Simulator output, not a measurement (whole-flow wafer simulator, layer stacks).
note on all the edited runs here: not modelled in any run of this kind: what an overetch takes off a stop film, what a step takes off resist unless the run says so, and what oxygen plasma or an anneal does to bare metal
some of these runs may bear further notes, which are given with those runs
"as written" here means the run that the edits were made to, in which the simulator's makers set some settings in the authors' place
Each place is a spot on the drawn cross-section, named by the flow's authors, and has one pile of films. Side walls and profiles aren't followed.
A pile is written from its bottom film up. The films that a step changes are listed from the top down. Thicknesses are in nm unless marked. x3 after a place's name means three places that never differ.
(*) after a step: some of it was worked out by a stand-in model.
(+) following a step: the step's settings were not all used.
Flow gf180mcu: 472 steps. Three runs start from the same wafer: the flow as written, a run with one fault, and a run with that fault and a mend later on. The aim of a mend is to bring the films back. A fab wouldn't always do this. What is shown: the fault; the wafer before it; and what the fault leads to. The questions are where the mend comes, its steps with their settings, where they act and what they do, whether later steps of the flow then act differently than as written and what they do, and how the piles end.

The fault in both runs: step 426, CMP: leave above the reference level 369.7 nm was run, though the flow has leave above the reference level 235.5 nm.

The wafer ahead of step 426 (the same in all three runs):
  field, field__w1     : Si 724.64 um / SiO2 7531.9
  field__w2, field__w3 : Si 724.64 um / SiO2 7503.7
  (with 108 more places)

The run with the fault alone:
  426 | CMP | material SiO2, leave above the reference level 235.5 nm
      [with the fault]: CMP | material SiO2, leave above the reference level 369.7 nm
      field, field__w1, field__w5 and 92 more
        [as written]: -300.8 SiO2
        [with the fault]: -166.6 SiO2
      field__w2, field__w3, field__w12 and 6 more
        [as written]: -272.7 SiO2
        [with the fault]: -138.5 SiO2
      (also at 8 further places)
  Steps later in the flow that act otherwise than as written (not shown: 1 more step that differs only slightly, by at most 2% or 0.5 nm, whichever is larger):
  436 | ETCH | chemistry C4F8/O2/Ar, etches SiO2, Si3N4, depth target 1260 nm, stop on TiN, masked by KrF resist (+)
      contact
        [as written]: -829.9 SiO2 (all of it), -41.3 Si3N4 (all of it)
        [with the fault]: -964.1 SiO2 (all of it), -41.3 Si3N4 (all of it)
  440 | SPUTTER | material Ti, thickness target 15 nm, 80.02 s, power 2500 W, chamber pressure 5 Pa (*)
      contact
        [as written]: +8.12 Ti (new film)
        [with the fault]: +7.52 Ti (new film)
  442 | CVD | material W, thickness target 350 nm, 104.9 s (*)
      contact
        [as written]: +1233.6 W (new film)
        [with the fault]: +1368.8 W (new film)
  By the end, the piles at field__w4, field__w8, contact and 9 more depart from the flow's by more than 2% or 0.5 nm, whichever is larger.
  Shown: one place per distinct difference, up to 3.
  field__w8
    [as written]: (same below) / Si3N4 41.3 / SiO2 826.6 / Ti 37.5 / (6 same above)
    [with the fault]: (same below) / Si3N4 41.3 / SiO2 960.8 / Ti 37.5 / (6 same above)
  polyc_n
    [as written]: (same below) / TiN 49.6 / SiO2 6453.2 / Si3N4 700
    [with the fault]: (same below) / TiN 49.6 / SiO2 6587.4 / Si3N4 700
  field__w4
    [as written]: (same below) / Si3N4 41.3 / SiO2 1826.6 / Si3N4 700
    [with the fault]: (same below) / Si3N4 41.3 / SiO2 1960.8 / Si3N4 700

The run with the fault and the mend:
  After step 434 comes the mend.
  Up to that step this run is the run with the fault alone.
  434a | STRIP | chemistry O2/N2, power 2160 W, pressure 1700 mTorr (*)
      field, field__w1, field__w2 and 108 more
        -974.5 KrF resist (all of it), -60 anti-reflective coat (all of it)
      contact
        -60 anti-reflective coat (all of it)
  434b | CMP | material SiO2, leave above the reference level 235.5 nm (a further turn of the flow's step 426)
      field, field__w1, field__w2 and 109 more
        -134.2 SiO2
  434c | HMDS | 120 C, 60 s (a further turn of the flow's step 428)
      leaves every film unchanged at each place that is followed
  434d | COAT | anti-reflective coat, thickness 60 nm, 182 C, 71 s (a further turn of the flow's step 429)
      field, field__w1, field__w2 and 109 more
        +60 anti-reflective coat (new film)
  434e | COAT | KrF resist, thickness 1000 nm (a further turn of the flow's step 430)
      field, field__w1, field__w2 and 109 more
        +1000 KrF resist (new film)
  434f | SOFTBAKE | KrF resist (a further turn of the flow's step 431)
      leaves every film unchanged at each place that is followed
  434g | EXPOSE | photomask Via5 (a further turn of the flow's step 432)
      leaves every film unchanged at each place that is followed
  434h | PEB | KrF resist, 135 C, 90 s (a further turn of the flow's step 433)
      field, field__w1, field__w2 and 109 more
        -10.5 KrF resist
  434i | DEVELOP | KrF resist, thickness 1000 nm, 60 s (a further turn of the flow's step 434)
      field, field__w1, field__w2 and 108 more
        -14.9 KrF resist
      contact
        -989.5 KrF resist (all of it)
  None of the later steps of the flow acts differently than as written at any place that is followed.
  By the end, the piles equal the flow's at every place that both follow.
